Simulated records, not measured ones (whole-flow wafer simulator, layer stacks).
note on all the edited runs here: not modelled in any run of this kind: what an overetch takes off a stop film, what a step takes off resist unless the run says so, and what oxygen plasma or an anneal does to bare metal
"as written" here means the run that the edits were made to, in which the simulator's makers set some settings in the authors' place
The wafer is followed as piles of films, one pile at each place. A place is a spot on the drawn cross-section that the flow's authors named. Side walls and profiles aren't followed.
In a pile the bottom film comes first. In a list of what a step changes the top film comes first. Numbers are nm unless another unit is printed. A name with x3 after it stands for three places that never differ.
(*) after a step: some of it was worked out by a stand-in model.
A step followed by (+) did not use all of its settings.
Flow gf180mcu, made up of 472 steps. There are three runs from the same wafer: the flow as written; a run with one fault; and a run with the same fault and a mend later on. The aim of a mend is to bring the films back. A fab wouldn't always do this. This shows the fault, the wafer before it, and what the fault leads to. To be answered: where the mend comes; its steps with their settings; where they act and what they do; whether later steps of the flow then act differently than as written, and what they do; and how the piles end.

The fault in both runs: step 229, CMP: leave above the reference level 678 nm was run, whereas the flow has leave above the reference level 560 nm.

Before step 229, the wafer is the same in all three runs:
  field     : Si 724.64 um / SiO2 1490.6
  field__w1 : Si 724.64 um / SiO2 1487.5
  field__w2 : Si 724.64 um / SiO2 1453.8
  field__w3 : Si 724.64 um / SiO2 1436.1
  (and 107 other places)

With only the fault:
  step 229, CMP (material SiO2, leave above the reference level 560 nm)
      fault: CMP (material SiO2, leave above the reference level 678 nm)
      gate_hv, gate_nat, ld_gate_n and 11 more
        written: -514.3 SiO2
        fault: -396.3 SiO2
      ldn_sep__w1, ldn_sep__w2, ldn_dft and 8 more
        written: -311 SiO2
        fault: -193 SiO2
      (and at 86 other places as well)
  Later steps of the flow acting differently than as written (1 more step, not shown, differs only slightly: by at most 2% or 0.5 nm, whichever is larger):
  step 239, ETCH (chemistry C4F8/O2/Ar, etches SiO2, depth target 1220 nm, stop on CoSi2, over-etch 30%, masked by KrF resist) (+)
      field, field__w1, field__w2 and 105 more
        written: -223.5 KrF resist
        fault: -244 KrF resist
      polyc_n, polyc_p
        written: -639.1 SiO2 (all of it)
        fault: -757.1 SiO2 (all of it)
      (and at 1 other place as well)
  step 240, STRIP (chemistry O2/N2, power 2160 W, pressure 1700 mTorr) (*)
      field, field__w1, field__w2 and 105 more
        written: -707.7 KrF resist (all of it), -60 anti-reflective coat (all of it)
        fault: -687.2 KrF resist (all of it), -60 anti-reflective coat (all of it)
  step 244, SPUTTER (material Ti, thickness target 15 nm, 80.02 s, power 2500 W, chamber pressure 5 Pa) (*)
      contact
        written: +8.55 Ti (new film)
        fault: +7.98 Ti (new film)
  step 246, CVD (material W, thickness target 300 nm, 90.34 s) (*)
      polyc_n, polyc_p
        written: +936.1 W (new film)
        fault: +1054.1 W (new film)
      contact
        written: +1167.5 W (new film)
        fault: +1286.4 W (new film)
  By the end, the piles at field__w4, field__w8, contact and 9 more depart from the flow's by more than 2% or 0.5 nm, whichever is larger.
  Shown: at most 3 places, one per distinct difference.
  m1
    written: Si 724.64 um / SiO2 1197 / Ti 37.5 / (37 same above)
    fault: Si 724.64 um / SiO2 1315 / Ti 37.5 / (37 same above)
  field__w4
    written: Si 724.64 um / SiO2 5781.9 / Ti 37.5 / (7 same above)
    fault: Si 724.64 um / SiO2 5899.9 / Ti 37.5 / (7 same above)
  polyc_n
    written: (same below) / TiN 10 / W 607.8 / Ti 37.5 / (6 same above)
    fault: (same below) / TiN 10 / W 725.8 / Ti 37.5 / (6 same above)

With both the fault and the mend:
  The mend follows step 229.
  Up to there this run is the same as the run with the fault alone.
  step 229a, CMP (material SiO2, leave above the reference level 560 nm) (a further turn of the flow's step 229)
      field, field__w1, field__w2 and 108 more
        -118 SiO2
  Later steps of the flow that are run all act as written at every place that is followed.
  The piles end the same as the flow's at every place that both follow.
